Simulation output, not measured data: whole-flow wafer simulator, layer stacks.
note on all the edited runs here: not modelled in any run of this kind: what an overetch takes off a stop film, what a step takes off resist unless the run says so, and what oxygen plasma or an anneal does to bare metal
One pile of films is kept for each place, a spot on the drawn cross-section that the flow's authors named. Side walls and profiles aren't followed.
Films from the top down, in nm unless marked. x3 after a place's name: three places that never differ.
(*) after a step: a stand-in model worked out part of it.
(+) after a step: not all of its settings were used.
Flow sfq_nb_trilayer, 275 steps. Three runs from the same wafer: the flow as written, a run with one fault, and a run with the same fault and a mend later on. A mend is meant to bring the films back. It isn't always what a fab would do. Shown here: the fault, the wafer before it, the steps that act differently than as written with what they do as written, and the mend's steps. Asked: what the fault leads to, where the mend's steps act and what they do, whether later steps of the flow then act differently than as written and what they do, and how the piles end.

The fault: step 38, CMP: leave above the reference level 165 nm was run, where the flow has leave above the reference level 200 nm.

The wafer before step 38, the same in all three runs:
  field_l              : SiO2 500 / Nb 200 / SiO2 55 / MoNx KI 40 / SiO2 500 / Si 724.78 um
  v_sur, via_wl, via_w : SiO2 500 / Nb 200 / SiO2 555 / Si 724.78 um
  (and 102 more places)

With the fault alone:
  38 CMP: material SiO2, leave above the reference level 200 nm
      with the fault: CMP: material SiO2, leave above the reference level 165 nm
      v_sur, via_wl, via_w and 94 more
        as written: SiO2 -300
        with the fault: SiO2 -335
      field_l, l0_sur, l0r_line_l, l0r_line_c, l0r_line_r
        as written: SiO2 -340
        with the fault: SiO2 -375
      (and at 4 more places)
  Later steps of the flow that act differently than as written (4 more steps differ only slightly, by at most 2% or 0.5 nm, whichever is larger, and aren't shown):
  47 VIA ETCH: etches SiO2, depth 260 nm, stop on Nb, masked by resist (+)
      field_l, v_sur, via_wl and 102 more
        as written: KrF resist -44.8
        with the fault: KrF resist -42.6
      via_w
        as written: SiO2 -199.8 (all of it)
        with the fault: SiO2 -164.8 (all of it)
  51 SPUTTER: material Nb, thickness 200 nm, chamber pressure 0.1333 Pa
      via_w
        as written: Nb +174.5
        with the fault: Nb +181.7
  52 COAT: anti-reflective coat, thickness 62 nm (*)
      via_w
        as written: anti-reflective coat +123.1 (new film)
        with the fault: anti-reflective coat +114 (new film)
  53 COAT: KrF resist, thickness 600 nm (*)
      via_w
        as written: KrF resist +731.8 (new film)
        with the fault: KrF resist +703.8 (new film)
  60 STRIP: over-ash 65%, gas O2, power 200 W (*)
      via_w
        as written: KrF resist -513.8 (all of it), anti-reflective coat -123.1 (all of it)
        with the fault: KrF resist -485.9 (all of it), anti-reflective coat -114 (all of it)
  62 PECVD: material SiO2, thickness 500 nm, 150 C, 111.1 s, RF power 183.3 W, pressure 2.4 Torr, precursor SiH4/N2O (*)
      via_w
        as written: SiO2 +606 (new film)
        with the fault: SiO2 +539.3 (new film)
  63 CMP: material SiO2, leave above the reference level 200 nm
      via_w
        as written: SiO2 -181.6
        with the fault: SiO2 -157.1
  At the end the piles differ from the flow's by more than 2% or 0.5 nm, whichever is larger, at v_sur, via_wl, via_w and 40 more.
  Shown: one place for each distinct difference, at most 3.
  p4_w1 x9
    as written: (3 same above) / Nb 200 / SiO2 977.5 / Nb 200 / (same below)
    with the fault: (3 same above) / Nb 200 / SiO2 942.5 / Nb 200 / (same below)
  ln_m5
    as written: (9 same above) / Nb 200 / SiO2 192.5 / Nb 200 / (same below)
    with the fault: (9 same above) / Nb 200 / SiO2 157.5 / Nb 200 / (same below)
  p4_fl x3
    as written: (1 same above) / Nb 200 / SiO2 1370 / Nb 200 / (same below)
    with the fault: (1 same above) / Nb 200 / SiO2 1335 / Nb 200 / (same below)

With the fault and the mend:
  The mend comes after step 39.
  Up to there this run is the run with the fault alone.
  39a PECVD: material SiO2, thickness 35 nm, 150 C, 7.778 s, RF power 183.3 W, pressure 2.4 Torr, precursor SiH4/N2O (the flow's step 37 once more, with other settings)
      field_l, v_sur, via_wl and 103 more
        SiO2 +35
  No later step of the flow acts differently than as written, at any place that is followed, by more than 2% or 0.5 nm, whichever is larger.
  At the end the piles differ from the flow's only slightly at the places that both follow, by at most 2% or 0.5 nm, whichever is larger.
